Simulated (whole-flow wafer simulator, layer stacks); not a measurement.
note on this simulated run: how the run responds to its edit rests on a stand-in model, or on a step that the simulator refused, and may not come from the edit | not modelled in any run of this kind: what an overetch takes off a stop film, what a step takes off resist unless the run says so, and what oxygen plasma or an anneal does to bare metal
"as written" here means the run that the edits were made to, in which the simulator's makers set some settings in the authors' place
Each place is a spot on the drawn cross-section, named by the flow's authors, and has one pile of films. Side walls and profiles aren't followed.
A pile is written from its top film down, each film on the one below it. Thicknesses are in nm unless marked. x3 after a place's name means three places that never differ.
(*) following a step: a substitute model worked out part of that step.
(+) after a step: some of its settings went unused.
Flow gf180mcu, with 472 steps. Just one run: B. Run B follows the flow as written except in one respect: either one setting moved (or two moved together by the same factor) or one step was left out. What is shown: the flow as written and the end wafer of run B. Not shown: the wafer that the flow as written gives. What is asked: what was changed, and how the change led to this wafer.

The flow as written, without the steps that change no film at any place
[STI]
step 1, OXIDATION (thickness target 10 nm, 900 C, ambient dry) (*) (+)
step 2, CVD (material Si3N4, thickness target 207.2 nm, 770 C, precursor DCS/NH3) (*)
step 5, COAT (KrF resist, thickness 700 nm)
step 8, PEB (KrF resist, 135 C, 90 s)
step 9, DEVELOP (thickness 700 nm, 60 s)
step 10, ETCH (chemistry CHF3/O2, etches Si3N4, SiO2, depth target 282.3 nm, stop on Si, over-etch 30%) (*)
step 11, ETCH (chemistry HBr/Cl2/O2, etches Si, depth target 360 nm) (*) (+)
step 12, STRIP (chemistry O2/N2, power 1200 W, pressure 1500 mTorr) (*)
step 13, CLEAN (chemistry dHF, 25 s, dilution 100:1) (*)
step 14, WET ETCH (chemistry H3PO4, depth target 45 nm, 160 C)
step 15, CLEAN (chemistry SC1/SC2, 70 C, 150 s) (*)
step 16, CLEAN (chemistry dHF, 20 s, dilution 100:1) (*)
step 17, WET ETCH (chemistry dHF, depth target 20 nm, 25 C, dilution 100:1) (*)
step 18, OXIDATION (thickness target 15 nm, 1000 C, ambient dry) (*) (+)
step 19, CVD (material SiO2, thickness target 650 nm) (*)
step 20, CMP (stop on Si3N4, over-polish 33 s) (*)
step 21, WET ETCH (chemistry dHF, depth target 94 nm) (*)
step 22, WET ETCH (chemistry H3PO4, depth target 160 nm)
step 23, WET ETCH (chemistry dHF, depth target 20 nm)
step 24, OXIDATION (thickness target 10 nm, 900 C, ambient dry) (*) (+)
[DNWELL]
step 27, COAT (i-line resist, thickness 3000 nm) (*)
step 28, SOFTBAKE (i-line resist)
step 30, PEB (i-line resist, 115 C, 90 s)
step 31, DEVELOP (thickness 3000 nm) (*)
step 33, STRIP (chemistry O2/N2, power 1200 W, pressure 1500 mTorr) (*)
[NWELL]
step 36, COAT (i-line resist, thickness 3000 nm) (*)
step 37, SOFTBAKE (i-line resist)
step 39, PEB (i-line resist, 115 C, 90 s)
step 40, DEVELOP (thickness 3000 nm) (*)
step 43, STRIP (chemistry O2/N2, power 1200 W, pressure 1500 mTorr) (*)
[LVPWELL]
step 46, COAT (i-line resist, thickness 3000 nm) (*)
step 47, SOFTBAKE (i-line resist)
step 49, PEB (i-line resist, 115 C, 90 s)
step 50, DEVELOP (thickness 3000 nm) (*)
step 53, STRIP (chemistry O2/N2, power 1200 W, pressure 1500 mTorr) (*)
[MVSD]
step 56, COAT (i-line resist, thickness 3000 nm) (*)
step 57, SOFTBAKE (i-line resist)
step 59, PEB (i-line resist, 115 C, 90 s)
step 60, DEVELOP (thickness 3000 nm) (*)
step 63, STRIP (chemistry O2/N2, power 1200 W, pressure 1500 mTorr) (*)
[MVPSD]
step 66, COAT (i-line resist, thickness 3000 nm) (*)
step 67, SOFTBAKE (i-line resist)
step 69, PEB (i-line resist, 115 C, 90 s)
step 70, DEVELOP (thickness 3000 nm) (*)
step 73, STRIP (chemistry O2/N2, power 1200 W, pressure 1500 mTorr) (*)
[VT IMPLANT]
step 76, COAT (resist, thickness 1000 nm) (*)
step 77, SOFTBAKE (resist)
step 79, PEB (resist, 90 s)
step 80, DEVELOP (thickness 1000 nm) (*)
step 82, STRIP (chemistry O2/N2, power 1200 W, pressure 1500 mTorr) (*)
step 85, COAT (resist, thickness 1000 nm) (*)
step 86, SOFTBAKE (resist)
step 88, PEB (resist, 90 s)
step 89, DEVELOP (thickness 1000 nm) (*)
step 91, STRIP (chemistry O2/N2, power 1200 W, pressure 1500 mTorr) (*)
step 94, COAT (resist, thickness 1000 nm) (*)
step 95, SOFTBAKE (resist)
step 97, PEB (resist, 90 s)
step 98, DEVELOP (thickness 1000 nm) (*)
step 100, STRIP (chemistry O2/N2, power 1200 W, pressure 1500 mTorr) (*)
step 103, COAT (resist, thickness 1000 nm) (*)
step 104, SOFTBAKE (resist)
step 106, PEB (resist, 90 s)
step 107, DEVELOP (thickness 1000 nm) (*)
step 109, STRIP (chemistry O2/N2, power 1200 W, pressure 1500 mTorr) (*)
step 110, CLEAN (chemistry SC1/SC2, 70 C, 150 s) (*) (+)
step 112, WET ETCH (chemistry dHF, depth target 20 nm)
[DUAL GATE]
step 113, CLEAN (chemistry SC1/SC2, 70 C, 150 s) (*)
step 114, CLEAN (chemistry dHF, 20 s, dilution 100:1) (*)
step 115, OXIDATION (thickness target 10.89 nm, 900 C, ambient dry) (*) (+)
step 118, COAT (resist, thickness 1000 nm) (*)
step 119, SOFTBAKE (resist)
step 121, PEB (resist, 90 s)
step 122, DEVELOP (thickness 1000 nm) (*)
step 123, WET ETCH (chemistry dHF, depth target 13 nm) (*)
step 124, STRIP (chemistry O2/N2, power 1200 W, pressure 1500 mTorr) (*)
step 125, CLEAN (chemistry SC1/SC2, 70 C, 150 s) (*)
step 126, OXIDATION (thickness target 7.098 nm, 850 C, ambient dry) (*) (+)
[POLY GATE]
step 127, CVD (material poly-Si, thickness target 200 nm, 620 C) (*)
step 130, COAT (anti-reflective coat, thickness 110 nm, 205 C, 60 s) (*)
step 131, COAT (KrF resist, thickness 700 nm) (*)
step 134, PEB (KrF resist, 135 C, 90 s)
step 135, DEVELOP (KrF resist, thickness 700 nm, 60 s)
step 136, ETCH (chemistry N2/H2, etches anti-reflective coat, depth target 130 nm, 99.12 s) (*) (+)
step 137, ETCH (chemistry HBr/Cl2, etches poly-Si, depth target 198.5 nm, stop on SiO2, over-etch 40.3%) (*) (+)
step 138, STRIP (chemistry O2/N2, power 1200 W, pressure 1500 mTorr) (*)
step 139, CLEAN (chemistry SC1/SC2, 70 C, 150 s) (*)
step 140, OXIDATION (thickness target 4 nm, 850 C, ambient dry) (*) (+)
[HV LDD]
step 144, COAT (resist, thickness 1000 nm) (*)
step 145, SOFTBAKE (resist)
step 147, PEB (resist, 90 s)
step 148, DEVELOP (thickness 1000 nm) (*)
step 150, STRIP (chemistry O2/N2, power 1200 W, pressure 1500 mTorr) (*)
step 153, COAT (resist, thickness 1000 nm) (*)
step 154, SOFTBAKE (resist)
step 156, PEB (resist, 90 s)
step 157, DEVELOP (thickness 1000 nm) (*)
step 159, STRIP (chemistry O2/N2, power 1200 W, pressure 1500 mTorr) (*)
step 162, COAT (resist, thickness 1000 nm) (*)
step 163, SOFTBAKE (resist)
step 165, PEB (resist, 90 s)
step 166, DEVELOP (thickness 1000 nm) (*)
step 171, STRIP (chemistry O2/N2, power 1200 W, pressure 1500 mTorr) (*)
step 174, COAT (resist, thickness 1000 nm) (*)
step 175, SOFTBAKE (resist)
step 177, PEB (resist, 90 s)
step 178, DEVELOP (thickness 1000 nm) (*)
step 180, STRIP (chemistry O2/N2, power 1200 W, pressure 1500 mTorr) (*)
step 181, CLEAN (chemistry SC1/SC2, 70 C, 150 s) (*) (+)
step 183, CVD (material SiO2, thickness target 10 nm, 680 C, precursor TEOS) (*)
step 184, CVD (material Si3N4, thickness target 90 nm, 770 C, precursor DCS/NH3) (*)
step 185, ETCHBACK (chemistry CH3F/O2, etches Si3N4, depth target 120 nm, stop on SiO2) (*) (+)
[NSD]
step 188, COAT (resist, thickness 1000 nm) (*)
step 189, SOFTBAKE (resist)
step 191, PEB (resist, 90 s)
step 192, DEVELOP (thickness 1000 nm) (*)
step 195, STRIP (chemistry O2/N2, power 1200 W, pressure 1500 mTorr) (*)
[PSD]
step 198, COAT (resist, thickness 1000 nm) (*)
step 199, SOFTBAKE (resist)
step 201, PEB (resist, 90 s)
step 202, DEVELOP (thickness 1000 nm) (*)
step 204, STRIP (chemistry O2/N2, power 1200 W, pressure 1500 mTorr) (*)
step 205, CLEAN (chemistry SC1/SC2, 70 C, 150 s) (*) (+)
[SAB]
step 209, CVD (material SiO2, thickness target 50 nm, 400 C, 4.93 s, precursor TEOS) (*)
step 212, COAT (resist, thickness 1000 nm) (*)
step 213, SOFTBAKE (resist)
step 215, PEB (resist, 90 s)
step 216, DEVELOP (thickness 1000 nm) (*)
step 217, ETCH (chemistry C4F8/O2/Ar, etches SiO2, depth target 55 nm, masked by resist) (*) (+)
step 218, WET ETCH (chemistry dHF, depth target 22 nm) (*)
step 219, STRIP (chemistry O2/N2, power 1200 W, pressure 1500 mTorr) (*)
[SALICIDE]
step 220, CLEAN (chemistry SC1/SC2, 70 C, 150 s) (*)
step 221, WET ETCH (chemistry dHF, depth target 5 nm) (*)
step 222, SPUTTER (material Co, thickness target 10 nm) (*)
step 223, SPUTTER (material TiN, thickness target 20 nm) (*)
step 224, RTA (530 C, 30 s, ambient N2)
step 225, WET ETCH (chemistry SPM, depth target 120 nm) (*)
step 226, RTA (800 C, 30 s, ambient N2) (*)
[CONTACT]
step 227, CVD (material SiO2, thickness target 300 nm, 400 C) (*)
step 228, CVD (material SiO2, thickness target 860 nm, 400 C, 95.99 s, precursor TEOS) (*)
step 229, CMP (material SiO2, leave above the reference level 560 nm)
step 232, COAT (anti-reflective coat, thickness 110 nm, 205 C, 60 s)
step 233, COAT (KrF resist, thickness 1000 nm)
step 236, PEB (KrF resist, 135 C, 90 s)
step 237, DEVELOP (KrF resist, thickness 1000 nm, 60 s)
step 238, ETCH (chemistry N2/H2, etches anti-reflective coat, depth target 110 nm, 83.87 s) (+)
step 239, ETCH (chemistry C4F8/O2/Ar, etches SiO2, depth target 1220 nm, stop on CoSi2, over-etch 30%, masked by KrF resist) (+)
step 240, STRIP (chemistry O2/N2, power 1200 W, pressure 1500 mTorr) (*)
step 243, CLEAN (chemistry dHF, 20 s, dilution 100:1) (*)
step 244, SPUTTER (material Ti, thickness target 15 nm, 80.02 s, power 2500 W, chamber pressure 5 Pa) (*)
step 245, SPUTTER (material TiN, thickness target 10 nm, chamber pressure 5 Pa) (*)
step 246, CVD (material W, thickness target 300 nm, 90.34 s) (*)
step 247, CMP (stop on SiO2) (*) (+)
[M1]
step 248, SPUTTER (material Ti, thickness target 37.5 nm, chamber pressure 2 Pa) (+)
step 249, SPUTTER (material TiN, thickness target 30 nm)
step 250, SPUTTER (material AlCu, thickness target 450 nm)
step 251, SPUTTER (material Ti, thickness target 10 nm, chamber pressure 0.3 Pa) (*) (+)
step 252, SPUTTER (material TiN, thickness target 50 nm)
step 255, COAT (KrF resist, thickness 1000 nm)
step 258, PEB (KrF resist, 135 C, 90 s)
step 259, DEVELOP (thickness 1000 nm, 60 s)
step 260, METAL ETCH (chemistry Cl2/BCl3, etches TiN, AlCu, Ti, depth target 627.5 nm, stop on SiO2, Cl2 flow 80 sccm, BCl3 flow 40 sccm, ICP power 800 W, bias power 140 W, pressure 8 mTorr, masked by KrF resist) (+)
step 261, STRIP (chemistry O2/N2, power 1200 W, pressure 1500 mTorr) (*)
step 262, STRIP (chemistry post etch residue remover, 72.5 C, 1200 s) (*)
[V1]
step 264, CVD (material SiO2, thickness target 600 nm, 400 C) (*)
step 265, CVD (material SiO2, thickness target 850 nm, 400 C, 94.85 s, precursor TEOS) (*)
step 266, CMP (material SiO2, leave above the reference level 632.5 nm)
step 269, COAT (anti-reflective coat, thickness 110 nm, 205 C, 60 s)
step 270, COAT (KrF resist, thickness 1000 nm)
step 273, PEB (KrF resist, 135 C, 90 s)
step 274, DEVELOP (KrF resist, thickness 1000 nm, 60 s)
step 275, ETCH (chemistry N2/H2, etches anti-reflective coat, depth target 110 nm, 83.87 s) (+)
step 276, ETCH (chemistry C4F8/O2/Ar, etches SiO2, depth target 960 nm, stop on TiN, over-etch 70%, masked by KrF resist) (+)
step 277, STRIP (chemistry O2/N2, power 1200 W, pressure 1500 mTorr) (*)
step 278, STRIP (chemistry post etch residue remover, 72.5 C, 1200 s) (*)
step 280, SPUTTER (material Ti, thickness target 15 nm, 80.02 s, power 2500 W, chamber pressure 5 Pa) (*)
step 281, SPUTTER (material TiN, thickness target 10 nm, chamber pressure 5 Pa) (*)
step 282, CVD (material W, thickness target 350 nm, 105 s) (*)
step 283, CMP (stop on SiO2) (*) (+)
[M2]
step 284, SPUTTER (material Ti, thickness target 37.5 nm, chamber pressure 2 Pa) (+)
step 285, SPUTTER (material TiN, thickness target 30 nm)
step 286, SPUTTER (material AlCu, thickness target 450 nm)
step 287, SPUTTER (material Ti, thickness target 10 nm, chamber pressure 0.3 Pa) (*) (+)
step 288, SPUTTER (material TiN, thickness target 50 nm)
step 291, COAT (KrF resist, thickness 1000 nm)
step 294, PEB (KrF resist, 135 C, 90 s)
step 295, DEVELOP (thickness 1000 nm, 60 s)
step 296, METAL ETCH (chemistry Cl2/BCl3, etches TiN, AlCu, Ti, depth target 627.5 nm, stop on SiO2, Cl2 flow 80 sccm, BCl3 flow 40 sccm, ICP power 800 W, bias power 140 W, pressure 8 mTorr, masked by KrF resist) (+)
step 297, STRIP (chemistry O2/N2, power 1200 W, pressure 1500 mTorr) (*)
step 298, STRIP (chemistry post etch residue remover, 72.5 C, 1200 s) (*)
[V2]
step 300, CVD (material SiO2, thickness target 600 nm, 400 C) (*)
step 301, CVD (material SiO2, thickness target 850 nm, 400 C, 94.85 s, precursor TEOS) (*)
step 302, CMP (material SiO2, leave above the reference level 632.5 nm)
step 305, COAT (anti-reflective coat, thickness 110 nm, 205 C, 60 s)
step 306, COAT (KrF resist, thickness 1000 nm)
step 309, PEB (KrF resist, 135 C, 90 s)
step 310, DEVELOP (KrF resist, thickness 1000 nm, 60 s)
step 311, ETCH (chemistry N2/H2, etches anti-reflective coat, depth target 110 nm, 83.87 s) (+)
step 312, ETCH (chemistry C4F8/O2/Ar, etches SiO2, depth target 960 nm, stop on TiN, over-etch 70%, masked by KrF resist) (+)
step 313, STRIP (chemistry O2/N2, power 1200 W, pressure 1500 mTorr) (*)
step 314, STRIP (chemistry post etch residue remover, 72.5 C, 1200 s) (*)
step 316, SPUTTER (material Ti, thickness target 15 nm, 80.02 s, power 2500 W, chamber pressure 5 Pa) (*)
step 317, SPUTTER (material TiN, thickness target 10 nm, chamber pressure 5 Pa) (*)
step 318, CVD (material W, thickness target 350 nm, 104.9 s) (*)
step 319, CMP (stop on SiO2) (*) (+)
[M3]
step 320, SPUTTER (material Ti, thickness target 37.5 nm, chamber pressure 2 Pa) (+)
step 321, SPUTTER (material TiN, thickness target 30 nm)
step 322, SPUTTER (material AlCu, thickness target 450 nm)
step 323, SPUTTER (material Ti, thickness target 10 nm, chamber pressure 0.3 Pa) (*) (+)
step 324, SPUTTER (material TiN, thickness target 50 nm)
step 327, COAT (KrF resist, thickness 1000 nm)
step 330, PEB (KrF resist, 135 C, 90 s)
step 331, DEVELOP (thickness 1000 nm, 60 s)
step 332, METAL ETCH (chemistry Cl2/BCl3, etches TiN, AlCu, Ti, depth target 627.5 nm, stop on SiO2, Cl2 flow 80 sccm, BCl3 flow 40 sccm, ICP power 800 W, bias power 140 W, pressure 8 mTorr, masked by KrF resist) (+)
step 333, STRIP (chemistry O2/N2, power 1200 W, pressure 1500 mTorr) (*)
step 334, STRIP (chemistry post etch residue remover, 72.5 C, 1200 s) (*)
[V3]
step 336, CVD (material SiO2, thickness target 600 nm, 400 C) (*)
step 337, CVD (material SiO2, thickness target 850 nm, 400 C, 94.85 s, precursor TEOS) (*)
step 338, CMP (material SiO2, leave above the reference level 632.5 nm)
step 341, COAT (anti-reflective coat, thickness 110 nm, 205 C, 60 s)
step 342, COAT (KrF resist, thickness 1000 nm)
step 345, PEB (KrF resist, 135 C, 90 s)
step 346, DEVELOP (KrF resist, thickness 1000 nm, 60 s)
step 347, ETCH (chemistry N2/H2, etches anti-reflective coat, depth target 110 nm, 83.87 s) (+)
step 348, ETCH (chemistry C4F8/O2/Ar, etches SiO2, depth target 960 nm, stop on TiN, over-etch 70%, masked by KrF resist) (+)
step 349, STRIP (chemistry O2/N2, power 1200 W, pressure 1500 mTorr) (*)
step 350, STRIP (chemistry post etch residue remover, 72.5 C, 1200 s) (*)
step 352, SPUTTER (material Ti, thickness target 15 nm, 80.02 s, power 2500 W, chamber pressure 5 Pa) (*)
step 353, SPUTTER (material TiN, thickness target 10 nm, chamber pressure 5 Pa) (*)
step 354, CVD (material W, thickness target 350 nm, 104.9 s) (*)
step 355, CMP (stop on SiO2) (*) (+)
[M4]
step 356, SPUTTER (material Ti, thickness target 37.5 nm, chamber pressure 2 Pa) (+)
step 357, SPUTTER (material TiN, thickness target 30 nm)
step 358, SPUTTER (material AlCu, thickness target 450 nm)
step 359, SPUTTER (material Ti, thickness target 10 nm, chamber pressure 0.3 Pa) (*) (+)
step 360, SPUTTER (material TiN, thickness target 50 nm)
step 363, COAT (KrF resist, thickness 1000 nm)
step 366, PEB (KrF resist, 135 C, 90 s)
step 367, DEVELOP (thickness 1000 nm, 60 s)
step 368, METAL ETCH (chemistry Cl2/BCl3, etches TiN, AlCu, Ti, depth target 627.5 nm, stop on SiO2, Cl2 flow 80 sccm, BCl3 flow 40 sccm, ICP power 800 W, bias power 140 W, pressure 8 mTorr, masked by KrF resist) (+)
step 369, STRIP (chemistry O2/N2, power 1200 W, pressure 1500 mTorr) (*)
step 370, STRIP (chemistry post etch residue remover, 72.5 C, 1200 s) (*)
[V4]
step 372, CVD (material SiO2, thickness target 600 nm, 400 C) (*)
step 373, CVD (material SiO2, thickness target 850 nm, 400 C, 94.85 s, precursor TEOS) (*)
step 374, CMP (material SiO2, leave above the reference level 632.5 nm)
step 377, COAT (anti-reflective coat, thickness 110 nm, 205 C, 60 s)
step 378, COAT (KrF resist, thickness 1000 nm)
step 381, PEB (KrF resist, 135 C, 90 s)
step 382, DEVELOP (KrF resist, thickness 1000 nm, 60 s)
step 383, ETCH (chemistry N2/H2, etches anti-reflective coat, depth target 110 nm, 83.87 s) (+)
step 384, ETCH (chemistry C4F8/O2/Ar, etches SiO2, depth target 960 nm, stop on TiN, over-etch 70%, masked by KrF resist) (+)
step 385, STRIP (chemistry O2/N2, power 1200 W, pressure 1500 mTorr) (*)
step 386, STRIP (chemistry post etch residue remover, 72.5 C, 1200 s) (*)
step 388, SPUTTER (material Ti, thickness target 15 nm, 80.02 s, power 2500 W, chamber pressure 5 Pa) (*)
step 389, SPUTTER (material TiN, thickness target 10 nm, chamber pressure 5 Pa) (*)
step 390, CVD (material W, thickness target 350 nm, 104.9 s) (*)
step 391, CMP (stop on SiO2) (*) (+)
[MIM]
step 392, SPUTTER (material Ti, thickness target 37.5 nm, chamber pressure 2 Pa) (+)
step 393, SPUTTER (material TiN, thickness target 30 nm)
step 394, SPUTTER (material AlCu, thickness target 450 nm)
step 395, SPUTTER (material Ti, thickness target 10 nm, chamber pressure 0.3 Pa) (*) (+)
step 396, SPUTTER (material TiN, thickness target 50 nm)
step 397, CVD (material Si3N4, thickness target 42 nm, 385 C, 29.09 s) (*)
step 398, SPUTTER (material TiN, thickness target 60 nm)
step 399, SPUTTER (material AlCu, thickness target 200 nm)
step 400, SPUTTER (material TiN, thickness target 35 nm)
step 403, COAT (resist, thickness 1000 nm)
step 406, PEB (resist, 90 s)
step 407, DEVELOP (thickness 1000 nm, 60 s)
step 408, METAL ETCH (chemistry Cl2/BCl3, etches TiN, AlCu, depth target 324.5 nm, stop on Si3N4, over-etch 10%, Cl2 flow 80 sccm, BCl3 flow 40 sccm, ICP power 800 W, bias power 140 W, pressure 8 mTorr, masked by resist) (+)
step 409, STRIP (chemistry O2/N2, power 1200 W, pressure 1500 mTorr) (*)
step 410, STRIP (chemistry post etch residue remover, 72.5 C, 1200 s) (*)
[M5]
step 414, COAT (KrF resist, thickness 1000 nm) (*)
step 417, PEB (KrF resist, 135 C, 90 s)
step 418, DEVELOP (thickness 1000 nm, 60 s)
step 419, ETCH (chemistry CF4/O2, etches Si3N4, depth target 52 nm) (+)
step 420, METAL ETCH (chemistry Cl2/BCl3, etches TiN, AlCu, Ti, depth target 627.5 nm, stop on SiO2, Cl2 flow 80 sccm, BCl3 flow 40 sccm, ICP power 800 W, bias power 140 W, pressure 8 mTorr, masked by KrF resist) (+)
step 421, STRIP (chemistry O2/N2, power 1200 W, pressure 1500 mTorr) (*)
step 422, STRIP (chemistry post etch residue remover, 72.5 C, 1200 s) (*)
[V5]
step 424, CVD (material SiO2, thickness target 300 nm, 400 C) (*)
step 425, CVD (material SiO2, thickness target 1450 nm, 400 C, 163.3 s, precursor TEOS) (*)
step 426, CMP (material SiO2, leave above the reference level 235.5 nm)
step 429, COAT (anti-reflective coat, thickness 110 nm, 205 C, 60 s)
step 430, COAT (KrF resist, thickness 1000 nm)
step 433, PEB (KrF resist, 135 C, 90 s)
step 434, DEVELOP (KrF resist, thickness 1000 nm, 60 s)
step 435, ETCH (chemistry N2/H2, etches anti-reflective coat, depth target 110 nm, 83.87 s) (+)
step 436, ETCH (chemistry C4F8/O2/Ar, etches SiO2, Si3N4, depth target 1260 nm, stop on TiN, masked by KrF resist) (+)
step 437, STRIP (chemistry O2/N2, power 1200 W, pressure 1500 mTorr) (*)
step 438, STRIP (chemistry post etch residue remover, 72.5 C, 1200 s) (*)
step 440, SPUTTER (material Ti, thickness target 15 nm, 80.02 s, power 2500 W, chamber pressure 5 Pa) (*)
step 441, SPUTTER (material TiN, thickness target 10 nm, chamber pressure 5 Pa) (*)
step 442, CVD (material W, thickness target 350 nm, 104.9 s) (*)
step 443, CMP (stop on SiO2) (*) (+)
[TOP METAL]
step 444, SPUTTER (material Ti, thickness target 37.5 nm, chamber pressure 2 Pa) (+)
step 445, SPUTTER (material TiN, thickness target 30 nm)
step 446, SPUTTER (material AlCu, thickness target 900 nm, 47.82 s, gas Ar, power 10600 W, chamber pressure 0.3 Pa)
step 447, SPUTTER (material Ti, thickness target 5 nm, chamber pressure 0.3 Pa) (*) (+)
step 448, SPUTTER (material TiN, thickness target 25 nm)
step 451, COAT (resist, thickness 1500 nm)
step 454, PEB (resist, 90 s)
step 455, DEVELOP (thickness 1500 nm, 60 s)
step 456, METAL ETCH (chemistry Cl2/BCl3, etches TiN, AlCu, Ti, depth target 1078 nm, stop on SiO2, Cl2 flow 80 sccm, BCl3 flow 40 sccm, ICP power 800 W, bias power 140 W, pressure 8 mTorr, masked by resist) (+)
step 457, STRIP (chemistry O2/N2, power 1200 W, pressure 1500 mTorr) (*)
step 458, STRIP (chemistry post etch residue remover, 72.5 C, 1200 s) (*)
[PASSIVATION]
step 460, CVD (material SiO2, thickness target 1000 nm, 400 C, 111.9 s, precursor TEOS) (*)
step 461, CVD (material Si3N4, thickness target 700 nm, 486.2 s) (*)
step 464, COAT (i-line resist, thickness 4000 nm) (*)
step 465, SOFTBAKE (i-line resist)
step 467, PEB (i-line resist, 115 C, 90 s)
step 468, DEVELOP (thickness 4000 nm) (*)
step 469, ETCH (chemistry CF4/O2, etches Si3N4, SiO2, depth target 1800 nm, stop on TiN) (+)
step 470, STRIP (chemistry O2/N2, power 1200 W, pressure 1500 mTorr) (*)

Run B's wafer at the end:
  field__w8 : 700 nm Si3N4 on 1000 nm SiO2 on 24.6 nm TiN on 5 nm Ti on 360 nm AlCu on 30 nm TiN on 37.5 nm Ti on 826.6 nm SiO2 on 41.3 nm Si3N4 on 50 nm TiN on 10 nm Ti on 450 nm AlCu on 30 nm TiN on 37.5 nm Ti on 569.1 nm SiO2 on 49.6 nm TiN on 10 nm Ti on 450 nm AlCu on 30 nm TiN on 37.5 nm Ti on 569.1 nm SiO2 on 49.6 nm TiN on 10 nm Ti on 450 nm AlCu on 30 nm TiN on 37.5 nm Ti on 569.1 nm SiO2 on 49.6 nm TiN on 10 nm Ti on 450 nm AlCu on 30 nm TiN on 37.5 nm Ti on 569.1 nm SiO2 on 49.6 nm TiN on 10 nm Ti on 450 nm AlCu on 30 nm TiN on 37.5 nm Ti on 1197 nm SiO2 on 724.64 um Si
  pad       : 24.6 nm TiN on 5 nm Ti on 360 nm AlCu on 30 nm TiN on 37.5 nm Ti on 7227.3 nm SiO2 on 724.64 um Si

Cause: step 446, SPUTTER: thickness target 360 nm was run, while the flow as written has thickness target 900 nm.
The wafer lets one read it off: field__w8 has AlCu 360, and step 446 as written asks for 900 nm.

How this came from the change, step by step:
  step 446, SPUTTER (material AlCu, thickness target 900 nm, 47.82 s, gas Ar, power 10600 W, chamber pressure 0.3 Pa)
      field, field__w1, field__w2 and 109 more: AlCu gains 360 (new film) (in the flow as written it would be: AlCu gains 900 (new film))
  step 456, METAL ETCH (chemistry Cl2/BCl3, etches TiN, AlCu, Ti, depth target 1078 nm, stop on SiO2, Cl2 flow 80 sccm, BCl3 flow 40 sccm, ICP power 800 W, bias power 140 W, pressure 8 mTorr, masked by resist) (+)
      field, field__w1, field__w2 and 103 more: TiN loses 25 (all of it), Ti loses 5 (all of it), AlCu loses 360 (all of it), TiN loses 30 (all of it), Ti loses 37.5 (all of it) (in the flow as written it would be: TiN loses 25 (all of it), Ti loses 5 (all of it), AlCu loses 900 (all of it), TiN loses 30 (all of it), Ti loses 37.5 (all of it))
      field__w8, contact, m1, m1__w1, pad, m1_nw: resist loses 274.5 (in the flow as written it would be: resist loses 431)
  step 457, STRIP (chemistry O2/N2, power 1200 W, pressure 1500 mTorr) (*)
      field__w8, contact, m1, m1__w1, pad, m1_nw: resist loses 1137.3 (all of it) (in the flow as written it would be: resist loses 980.8 (all of it))
  step 464, COAT (i-line resist, thickness 4000 nm) (*)
      field: i-line resist gains 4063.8 (new film) (in the flow as written it would be: i-line resist gains 4171.5 (new film))
      field__w8: i-line resist gains 3577.7 (new film) (in the flow as written it would be: i-line resist gains 3093.1 (new film))
      (and at 11 other places as well)
  step 465, SOFTBAKE (i-line resist)
      active: i-line resist loses 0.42 (in the flow as written it would be: i-line resist gains 3.97)
      field__w5, field__w9: i-line resist gains 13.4 (in the flow as written it would be: i-line resist gains 37.3)
      (and at 66 other places as well)
  step 467, PEB (i-line resist, 115 C, 90 s)
      field__w8, m1__w1: i-line resist loses 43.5 (in the flow as written it would be: i-line resist loses 34.7)
      contact, m1: i-line resist loses 43.6 (in the flow as written it would be: i-line resist loses 35.1)
      (and at 2 other places as well)
  step 468, DEVELOP (thickness 4000 nm) (*)
      pad: i-line resist loses 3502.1 (all of it) (in the flow as written it would be: i-line resist loses 2974.8 (all of it))
  step 470, STRIP (chemistry O2/N2, power 1200 W, pressure 1500 mTorr) (*)
      field__w8: i-line resist loses 2308.1 (all of it) (in the flow as written it would be: i-line resist loses 1787.7 (all of it))
      contact: i-line resist loses 2315.7 (all of it) (in the flow as written it would be: i-line resist loses 1811.2 (all of it))
      (and at 3 other places as well)
